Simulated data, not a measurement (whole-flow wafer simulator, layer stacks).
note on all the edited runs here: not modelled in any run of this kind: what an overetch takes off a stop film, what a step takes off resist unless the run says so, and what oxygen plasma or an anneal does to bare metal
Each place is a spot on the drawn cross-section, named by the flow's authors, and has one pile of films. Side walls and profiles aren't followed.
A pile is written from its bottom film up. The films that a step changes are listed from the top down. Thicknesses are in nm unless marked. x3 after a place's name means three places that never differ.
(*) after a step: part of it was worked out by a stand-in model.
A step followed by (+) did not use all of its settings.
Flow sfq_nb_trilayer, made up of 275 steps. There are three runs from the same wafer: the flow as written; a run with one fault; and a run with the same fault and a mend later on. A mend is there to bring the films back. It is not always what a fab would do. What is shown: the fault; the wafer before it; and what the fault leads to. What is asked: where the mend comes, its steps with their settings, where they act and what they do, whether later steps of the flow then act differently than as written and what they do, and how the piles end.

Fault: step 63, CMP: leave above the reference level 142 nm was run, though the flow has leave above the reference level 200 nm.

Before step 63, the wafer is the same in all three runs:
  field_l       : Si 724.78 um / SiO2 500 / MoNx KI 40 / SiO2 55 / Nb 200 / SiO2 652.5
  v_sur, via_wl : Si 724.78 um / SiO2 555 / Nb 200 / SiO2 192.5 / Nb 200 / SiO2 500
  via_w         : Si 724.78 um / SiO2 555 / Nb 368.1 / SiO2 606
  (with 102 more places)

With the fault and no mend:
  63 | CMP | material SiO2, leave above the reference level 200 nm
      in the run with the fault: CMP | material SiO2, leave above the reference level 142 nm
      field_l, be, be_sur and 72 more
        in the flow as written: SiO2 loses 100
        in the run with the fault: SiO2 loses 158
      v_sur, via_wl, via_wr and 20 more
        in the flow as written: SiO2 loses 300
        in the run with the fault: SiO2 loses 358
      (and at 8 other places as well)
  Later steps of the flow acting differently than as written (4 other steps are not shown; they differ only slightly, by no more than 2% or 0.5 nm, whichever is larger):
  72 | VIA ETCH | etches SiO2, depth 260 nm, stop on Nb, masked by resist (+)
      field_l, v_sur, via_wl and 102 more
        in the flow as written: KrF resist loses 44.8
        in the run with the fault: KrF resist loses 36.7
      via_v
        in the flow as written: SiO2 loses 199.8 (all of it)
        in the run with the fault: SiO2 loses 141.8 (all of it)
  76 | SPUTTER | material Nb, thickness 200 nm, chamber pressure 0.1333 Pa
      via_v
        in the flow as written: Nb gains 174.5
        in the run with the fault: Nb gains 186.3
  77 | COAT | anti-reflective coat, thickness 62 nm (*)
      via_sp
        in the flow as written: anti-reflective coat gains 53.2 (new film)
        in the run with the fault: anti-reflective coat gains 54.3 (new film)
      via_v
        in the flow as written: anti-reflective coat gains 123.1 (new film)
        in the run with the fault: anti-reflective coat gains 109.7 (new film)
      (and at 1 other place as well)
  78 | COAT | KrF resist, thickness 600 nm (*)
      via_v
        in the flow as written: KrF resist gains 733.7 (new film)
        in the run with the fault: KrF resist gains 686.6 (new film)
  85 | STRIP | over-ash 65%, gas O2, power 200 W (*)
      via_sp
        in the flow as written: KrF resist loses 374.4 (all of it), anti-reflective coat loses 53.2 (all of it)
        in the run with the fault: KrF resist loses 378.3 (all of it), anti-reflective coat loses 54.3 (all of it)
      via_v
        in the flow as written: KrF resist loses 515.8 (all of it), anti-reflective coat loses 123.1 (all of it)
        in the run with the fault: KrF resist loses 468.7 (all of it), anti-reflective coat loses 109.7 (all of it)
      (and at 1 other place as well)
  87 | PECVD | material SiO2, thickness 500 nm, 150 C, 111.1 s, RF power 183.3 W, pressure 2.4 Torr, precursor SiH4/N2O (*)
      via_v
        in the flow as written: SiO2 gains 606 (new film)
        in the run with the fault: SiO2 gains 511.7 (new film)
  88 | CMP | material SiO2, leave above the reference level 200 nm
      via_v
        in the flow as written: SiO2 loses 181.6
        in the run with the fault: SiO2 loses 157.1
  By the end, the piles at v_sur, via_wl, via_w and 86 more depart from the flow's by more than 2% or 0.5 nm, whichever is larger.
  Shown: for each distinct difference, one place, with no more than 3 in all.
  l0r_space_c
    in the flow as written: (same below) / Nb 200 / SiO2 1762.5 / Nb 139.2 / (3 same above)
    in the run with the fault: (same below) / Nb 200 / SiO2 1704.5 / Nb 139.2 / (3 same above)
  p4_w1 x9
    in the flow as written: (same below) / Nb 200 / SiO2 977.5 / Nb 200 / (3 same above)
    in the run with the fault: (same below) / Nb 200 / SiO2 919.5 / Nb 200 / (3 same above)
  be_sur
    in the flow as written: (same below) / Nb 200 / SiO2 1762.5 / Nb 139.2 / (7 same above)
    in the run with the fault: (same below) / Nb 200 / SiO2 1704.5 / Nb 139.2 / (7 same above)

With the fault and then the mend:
  After step 64 comes the mend.
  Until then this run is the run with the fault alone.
  64a | PECVD | material SiO2, thickness 58 nm, 150 C, 12.89 s, RF power 183.3 W, pressure 2.4 Torr, precursor SiH4/N2O (the flow's step 62 again, with other settings)
      field_l, v_sur, via_wl and 103 more
        SiO2 gains 58
  None of the later steps of the flow differs from how it acts as written, at any place that is followed, by more than 2% or 0.5 nm, whichever is larger.
  When the end is reached, the piles differ only a little from the flow's at the places that both follow, at most by 2% or 0.5 nm, whichever is larger.
